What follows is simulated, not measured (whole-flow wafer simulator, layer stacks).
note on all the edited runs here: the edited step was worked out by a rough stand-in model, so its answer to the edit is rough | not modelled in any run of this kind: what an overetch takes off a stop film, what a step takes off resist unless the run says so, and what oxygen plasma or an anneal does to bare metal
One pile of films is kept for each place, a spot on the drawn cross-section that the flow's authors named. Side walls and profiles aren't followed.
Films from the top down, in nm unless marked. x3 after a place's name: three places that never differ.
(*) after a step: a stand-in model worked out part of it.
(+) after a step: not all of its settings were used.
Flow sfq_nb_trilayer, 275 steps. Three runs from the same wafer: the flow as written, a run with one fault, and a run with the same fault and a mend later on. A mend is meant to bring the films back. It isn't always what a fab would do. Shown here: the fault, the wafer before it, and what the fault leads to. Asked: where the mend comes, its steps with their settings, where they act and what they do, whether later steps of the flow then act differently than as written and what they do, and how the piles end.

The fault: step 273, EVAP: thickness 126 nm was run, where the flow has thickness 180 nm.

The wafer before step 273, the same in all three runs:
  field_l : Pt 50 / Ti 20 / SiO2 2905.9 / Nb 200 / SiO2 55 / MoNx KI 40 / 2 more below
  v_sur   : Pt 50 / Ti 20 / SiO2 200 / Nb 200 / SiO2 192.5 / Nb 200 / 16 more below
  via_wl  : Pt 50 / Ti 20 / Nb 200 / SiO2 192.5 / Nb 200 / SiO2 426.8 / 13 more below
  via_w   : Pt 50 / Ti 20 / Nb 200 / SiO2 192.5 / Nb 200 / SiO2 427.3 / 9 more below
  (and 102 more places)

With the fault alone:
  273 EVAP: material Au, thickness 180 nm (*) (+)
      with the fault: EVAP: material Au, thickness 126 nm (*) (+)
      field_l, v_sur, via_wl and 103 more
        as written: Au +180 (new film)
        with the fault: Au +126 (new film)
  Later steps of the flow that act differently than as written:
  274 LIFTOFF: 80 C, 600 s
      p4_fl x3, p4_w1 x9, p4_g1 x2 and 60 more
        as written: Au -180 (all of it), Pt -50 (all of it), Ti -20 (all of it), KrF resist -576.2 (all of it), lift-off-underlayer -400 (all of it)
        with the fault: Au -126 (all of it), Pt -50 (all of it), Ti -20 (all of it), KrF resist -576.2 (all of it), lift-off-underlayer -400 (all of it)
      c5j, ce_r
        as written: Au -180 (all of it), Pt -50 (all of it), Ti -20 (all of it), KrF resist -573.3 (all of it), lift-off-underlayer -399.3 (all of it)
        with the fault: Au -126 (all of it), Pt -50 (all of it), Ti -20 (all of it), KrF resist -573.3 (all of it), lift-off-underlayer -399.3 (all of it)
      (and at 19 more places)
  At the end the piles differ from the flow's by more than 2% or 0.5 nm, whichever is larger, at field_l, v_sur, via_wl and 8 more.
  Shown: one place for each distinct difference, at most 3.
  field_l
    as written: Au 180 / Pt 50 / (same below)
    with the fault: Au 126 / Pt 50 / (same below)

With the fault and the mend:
  The mend comes after step 273.
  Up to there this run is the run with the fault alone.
  273a EVAP: material Au, thickness 54 nm (*) (+) (the flow's step 273 once more, with other settings)
      field_l, v_sur, via_wl and 103 more
        Au +54
  No later step of the flow acts differently than as written at any place that is followed.
  At the end the piles are the same as the flow's at every place that both follow.
